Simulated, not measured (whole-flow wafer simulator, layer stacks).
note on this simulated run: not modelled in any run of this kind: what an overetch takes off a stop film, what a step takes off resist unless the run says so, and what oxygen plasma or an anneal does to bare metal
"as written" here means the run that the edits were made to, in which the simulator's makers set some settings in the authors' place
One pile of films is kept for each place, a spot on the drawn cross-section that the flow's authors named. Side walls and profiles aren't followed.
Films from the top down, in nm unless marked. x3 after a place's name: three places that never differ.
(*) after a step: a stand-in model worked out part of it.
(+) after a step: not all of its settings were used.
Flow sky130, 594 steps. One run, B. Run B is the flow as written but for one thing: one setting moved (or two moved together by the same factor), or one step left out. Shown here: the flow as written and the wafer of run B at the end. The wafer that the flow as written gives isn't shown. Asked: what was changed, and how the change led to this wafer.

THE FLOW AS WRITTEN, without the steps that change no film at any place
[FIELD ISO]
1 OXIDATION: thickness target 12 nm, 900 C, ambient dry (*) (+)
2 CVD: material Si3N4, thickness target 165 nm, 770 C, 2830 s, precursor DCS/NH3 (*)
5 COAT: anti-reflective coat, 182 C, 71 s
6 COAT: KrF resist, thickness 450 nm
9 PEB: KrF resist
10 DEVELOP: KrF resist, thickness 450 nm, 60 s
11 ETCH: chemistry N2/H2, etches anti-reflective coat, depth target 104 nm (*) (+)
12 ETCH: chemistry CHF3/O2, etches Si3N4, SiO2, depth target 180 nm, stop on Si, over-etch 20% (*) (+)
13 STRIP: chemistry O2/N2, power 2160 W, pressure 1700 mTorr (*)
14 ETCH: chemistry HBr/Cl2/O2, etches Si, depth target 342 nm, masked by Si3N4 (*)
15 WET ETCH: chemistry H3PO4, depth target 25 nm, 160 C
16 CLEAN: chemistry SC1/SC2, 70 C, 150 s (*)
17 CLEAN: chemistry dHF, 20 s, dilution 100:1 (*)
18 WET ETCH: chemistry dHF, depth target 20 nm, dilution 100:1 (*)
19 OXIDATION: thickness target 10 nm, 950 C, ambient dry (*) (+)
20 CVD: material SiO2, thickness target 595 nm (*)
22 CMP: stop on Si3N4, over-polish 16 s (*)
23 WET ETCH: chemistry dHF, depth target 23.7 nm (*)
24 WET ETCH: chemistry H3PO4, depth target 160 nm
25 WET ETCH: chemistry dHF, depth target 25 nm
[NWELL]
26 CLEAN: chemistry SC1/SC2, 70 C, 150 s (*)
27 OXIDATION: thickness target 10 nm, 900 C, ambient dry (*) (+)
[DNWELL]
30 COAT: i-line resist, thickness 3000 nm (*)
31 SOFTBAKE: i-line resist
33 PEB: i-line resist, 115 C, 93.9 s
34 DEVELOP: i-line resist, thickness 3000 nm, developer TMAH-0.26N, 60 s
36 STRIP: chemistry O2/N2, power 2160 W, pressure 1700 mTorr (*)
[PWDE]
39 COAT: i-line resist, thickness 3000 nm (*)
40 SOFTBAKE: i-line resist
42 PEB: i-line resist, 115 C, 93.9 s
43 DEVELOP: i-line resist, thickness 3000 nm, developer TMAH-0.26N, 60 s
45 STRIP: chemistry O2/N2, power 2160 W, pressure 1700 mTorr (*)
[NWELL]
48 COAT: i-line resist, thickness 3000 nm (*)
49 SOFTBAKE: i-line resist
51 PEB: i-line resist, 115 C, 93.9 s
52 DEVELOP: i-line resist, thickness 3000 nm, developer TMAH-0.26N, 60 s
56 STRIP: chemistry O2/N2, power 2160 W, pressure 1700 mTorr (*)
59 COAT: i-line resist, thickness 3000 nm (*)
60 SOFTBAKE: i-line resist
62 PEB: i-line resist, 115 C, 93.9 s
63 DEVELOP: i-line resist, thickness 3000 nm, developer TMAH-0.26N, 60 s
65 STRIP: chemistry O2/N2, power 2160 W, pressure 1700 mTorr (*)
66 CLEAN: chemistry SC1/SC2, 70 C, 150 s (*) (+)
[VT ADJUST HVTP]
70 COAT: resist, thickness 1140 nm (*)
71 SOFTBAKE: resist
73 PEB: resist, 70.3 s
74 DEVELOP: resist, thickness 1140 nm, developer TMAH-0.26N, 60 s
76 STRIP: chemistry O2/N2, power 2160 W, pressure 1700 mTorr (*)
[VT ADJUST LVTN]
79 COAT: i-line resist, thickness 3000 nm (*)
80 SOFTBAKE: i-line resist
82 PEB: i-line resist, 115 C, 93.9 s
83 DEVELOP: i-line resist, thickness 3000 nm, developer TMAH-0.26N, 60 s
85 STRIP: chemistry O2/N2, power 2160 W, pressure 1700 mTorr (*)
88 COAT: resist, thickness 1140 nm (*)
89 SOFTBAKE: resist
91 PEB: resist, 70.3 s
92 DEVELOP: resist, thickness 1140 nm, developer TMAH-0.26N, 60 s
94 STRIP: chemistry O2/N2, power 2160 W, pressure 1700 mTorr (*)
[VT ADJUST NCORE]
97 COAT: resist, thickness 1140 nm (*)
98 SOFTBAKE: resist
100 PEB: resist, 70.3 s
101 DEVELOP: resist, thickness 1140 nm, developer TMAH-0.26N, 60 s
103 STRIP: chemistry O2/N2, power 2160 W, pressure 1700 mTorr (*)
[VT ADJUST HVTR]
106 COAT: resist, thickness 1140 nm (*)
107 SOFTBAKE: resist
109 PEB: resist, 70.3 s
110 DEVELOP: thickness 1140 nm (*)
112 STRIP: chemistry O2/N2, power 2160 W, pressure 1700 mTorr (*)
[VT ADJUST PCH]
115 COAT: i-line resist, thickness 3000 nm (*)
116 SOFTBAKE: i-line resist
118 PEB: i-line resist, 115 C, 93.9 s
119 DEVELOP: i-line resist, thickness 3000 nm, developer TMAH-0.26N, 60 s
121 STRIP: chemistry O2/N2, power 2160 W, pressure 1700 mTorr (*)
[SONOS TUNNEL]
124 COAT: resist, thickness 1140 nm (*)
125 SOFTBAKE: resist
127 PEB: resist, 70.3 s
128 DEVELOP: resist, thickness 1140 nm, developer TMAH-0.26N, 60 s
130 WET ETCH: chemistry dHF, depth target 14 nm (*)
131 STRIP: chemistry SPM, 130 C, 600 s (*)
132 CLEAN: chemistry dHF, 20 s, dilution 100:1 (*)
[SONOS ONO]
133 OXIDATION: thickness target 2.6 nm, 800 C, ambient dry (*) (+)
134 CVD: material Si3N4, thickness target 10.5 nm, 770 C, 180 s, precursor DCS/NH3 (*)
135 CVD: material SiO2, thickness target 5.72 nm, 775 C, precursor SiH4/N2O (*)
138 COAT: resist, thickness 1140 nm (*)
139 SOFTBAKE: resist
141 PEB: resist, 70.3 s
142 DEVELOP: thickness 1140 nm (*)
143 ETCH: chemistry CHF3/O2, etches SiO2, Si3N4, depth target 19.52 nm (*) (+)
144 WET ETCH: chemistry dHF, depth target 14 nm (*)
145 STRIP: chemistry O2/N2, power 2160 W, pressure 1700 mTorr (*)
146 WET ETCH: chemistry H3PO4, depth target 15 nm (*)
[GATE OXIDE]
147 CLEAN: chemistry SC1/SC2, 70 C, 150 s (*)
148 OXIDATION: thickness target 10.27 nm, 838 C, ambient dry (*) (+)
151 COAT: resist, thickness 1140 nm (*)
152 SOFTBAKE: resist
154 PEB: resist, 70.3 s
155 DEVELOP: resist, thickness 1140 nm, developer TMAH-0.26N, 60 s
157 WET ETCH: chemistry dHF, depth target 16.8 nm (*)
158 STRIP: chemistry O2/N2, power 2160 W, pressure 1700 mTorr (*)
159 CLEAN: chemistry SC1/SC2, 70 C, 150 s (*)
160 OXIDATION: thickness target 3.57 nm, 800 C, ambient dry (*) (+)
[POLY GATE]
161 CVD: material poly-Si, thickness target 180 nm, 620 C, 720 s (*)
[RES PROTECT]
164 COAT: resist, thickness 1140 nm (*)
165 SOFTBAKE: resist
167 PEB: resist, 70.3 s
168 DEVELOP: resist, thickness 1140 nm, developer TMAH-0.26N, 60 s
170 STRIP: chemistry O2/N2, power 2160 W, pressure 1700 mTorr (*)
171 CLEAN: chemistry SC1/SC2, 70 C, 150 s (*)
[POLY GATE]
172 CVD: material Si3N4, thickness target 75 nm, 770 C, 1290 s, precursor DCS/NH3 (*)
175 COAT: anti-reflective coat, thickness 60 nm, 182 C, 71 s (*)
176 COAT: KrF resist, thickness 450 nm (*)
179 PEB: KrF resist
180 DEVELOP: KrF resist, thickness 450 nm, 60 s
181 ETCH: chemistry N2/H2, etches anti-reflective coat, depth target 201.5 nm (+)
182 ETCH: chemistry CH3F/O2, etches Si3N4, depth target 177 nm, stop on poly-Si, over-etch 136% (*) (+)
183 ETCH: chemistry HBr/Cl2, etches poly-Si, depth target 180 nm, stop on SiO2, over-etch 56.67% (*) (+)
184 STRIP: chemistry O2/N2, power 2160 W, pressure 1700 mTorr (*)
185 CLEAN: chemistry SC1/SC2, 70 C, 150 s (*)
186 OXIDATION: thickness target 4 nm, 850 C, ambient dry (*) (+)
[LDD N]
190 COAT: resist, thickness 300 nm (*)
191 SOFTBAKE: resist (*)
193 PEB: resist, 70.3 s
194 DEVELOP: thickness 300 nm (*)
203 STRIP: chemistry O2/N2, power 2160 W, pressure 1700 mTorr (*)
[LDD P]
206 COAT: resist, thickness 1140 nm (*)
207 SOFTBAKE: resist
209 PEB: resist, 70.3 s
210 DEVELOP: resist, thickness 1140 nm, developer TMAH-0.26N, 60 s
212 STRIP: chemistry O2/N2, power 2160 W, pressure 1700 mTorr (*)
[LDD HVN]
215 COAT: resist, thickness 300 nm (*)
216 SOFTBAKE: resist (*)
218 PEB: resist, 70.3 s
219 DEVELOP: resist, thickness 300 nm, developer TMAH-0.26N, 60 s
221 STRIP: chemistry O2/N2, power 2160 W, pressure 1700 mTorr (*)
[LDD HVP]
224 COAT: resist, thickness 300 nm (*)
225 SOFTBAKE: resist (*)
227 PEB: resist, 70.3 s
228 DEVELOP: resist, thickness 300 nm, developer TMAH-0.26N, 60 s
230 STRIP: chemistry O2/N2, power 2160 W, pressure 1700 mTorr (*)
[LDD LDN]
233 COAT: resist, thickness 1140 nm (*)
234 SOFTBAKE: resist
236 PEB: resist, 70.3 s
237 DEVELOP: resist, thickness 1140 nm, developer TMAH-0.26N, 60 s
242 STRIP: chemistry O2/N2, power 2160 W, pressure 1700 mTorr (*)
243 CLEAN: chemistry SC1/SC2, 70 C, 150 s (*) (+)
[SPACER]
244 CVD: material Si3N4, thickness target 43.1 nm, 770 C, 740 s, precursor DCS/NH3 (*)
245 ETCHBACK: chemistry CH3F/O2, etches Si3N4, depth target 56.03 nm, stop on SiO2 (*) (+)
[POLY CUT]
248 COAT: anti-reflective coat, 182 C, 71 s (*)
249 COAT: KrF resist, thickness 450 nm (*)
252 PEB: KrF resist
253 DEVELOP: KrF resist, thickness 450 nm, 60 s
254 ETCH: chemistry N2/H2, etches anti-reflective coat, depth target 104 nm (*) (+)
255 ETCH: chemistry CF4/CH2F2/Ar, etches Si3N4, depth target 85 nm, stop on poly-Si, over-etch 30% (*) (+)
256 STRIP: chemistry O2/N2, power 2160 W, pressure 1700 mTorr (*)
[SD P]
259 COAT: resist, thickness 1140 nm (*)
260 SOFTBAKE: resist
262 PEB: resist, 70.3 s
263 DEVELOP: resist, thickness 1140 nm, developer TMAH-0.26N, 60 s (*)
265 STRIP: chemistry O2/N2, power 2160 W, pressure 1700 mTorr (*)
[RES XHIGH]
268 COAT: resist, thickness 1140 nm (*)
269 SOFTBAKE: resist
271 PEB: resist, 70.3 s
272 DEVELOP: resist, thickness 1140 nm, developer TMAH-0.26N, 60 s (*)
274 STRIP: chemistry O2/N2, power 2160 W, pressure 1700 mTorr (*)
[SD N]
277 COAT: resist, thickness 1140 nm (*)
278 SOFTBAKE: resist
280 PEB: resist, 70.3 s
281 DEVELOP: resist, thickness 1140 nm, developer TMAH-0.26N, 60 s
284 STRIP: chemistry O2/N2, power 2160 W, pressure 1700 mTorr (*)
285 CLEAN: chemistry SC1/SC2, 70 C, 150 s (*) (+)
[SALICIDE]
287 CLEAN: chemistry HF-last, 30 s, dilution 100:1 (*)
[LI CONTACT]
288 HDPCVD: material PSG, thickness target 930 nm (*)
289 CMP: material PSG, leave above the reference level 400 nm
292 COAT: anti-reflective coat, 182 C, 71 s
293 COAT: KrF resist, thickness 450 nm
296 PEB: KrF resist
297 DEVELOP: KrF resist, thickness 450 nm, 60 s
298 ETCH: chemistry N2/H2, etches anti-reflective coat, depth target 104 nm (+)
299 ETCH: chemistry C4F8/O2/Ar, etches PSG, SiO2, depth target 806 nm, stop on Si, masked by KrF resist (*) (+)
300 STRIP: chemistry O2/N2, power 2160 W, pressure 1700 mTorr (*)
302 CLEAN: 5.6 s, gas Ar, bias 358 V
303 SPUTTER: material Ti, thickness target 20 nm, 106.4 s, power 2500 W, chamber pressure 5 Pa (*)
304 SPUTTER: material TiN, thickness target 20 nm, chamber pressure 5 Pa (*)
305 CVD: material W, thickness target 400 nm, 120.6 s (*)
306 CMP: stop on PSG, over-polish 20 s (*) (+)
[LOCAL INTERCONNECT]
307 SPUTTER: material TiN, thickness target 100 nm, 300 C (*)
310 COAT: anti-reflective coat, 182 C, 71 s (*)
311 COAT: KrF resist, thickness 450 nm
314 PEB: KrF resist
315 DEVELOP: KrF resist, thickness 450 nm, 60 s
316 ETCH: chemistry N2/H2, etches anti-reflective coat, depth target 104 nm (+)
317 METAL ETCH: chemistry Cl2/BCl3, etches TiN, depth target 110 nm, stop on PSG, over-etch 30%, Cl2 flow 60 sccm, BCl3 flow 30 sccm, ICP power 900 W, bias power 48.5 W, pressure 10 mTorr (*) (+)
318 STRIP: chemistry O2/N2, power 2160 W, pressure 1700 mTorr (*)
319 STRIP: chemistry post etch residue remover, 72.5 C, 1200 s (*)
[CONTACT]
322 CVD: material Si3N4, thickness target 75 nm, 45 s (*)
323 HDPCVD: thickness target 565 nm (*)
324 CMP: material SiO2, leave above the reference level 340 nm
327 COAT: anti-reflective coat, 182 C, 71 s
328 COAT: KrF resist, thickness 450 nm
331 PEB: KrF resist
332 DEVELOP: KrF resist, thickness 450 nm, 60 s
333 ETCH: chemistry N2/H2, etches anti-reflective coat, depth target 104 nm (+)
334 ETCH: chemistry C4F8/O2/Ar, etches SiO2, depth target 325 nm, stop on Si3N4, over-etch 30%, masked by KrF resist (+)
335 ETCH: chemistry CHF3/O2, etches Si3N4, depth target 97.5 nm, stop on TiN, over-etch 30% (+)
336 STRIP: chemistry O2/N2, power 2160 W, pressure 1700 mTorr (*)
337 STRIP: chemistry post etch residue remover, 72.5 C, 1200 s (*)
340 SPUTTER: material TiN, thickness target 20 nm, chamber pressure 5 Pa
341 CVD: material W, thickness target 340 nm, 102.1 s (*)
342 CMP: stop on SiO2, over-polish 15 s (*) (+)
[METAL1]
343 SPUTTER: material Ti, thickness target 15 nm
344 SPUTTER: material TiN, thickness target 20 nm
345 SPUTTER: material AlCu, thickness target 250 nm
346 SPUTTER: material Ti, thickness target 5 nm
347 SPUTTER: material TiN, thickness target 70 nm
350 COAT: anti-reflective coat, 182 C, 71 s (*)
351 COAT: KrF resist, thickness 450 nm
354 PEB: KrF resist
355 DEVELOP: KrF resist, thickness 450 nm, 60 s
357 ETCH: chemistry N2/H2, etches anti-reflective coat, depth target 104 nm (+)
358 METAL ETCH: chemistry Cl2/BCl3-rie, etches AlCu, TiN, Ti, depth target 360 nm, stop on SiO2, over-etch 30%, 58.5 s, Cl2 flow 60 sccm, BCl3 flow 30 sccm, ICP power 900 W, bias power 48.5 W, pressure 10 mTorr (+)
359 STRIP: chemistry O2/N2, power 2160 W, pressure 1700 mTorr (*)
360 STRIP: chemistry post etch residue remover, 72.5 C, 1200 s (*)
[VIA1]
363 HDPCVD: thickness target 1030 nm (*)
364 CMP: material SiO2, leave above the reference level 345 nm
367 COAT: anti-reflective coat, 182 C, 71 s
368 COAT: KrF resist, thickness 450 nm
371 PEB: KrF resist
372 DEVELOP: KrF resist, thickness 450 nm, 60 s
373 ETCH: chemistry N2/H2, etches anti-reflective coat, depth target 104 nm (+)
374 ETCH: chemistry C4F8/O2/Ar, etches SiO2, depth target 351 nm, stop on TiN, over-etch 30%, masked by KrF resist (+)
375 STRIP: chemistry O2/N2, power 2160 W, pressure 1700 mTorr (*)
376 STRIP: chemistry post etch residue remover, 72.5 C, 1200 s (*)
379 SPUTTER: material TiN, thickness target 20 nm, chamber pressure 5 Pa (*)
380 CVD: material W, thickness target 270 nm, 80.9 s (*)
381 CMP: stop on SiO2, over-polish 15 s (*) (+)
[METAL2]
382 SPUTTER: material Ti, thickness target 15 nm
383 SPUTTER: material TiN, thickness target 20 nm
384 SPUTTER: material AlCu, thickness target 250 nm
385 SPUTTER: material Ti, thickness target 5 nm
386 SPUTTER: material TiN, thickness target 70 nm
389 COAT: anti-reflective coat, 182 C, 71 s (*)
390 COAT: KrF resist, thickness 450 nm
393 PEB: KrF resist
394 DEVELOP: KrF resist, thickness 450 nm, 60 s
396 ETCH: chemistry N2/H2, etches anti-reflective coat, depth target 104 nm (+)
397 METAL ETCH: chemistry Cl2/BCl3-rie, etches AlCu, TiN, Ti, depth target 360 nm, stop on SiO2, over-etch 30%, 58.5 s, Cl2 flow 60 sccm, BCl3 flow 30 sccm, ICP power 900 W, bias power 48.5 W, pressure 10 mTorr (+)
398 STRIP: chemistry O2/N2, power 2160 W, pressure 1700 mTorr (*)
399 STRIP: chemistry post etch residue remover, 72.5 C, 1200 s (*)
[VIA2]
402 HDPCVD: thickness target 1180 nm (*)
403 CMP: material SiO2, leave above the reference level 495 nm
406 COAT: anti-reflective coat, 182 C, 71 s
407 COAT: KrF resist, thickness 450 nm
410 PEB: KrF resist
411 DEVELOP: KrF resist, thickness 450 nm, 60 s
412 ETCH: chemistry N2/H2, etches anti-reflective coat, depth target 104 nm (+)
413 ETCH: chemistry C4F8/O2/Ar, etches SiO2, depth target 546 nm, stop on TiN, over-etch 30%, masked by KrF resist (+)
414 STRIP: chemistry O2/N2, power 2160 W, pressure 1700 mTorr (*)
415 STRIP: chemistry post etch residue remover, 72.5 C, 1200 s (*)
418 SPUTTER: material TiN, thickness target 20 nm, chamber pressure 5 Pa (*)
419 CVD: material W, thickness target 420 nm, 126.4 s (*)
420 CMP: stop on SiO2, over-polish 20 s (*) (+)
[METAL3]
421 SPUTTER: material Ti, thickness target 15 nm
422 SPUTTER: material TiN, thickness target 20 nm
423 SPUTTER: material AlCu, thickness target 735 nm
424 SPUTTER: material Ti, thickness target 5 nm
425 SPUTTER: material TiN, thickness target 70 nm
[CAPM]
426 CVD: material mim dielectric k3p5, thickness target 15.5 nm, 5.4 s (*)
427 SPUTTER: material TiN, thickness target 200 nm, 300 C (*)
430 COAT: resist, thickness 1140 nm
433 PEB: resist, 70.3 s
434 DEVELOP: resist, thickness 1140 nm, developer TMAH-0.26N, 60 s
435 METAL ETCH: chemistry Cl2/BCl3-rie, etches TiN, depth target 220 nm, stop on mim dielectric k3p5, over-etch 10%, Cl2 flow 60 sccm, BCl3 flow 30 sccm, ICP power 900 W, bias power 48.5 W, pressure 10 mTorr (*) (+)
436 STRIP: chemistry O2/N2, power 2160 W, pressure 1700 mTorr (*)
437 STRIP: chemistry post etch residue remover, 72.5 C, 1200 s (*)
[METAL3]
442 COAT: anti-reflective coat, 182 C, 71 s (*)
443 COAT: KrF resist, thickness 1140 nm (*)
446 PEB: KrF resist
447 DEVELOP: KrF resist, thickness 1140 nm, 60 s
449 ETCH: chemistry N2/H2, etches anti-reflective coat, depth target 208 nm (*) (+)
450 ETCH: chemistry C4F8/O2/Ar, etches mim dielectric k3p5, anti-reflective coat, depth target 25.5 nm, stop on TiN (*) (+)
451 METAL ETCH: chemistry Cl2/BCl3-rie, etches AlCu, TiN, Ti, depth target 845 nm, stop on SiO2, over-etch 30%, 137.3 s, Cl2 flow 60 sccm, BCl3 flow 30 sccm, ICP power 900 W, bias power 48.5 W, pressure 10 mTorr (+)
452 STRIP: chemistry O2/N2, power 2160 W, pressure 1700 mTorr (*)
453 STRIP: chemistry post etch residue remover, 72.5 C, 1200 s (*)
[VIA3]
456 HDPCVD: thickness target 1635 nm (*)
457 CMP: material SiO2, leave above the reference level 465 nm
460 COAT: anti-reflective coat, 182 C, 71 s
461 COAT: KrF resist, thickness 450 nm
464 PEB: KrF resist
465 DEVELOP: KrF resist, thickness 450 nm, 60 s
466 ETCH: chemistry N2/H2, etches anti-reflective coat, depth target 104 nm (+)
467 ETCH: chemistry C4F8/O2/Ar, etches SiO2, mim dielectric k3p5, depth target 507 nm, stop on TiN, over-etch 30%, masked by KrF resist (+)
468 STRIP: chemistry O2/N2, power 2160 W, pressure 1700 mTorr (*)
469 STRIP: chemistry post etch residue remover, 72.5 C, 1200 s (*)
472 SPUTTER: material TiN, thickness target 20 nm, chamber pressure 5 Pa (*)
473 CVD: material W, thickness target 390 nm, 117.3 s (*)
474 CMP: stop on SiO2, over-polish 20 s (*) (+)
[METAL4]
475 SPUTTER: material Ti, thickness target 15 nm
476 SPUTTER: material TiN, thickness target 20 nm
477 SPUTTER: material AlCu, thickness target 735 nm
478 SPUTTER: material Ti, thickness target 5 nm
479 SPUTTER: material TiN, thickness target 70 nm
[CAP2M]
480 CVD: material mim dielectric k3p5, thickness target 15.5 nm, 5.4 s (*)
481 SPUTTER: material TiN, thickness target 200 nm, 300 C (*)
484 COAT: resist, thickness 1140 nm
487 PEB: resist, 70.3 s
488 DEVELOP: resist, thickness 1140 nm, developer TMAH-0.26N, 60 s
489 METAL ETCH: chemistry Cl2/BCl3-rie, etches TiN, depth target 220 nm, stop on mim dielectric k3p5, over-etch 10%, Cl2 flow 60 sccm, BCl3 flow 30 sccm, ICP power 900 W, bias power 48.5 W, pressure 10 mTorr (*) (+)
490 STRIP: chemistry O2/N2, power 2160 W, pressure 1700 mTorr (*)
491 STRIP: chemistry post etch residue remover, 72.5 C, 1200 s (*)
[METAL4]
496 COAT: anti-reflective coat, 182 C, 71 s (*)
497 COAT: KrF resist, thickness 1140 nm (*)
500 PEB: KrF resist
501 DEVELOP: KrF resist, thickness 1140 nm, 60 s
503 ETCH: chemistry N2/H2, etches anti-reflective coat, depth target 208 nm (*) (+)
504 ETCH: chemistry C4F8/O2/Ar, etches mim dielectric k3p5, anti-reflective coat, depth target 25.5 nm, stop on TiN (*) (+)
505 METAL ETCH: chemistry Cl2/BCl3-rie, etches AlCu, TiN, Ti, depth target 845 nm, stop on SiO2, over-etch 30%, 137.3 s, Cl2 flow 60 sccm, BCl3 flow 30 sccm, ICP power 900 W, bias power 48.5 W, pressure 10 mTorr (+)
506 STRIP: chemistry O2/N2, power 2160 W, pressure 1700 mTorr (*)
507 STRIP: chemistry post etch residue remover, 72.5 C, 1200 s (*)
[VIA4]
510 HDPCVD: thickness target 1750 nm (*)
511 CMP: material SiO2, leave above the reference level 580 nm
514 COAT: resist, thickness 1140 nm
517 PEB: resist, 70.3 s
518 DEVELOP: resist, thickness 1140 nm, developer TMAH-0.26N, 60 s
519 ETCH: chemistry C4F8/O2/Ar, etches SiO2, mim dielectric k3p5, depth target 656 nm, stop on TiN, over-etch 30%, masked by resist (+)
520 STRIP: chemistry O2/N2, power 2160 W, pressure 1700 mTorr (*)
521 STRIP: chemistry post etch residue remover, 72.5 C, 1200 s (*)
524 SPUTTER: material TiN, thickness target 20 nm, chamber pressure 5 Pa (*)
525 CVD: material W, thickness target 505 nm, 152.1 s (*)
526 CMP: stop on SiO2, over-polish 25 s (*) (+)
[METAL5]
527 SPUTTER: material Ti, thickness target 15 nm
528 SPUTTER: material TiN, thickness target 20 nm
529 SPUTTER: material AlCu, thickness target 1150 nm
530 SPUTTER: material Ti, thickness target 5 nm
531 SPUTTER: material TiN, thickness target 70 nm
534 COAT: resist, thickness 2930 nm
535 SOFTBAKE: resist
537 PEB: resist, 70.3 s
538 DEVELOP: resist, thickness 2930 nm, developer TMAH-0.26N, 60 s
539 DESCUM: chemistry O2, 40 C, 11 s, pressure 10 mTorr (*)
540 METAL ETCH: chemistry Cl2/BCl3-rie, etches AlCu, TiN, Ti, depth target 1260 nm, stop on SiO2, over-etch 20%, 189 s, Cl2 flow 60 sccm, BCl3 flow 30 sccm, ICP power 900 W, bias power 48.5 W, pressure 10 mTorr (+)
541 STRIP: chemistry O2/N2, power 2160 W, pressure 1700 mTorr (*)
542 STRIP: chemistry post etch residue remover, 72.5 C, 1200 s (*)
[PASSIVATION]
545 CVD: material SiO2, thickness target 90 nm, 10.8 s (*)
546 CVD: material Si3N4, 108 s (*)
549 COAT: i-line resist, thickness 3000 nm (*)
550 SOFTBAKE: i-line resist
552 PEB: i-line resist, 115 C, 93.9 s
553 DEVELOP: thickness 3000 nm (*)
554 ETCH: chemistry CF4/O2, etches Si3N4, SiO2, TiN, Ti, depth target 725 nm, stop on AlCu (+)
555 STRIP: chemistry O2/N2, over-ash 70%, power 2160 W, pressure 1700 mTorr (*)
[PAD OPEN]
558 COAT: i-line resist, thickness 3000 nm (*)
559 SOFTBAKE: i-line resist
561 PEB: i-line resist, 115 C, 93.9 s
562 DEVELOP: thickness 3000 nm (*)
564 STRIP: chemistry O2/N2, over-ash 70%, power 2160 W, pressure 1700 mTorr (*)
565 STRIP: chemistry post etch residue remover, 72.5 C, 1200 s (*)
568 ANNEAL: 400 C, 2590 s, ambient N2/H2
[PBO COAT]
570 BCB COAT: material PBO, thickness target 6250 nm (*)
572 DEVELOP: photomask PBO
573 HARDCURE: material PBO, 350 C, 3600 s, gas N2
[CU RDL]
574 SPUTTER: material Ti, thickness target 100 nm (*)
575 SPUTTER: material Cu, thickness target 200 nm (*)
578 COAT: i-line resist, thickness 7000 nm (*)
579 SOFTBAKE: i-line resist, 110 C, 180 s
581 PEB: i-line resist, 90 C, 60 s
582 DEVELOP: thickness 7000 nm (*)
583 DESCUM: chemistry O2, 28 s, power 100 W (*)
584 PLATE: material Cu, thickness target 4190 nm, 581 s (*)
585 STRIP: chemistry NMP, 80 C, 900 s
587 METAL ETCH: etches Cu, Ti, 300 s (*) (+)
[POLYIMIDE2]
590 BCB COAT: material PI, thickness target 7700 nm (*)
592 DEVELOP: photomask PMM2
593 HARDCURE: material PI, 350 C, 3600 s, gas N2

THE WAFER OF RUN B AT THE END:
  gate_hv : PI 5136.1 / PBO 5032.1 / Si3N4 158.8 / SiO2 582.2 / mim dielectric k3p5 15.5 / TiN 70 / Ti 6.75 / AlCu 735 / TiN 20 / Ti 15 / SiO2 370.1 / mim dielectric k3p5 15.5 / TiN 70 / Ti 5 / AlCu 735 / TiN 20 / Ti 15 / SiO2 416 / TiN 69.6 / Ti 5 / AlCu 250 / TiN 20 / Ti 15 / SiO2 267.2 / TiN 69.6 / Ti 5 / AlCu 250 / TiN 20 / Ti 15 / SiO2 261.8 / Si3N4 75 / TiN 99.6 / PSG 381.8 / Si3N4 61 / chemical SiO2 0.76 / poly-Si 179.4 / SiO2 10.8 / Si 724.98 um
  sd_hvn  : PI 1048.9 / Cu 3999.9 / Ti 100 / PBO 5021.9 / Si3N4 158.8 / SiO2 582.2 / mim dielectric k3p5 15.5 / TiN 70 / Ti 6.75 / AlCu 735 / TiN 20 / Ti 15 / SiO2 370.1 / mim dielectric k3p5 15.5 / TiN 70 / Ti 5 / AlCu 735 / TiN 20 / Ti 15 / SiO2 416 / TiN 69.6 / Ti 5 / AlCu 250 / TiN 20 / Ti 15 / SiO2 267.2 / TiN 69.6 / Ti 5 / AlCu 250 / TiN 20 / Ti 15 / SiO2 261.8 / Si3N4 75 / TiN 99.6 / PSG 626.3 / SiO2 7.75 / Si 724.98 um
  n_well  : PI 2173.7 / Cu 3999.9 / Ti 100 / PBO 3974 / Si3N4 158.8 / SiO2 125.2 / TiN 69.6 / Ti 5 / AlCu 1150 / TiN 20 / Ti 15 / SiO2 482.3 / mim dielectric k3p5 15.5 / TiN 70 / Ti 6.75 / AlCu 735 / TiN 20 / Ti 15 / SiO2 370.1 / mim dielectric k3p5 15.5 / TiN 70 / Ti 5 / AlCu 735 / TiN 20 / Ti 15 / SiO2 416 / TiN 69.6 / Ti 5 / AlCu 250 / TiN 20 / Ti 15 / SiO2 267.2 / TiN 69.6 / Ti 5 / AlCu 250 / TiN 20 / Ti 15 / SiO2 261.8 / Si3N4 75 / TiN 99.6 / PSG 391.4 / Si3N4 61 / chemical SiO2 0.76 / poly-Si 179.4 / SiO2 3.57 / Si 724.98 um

The cause: step 478, SPUTTER: thickness target 6.75 nm was run, where the flow has thickness target 5 nm.
It can be read off the wafer: gate_hv has Ti 6.75, and step 478 as written asks for 5 nm.

How the change led to this, step by step:
  478 SPUTTER: material Ti, thickness target 5 nm
      field, active, n_well and 189 more: Ti +6.75 (new film) (as written it would be: Ti +5 (new film))
  505 METAL ETCH: chemistry Cl2/BCl3-rie, etches AlCu, TiN, Ti, depth target 845 nm, stop on SiO2, over-etch 30%, 137.3 s, Cl2 flow 60 sccm, BCl3 flow 30 sccm, ICP power 900 W, bias power 48.5 W, pressure 10 mTorr (+)
      field, gate, spacer and 68 more: TiN -70 (all of it), Ti -6.75 (all of it), AlCu -735 (all of it), TiN -20 (all of it), Ti -15 (all of it), SiO2 -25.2 (as written it would be: TiN -70 (all of it), Ti -5 (all of it), AlCu -735 (all of it), TiN -20 (all of it), Ti -15 (all of it), SiO2 -25.4)
      active, vpp_iso1, mim_edge_plate and 14 more: TiN -70 (all of it), Ti -6.75 (all of it), AlCu -735 (all of it), TiN -20 (all of it), Ti -15 (all of it), SiO2 -25.2 (as written it would be: TiN -70 (all of it), Ti -5 (all of it), AlCu -735 (all of it), TiN -20 (all of it), Ti -15 (all of it), SiO2 -25.3)
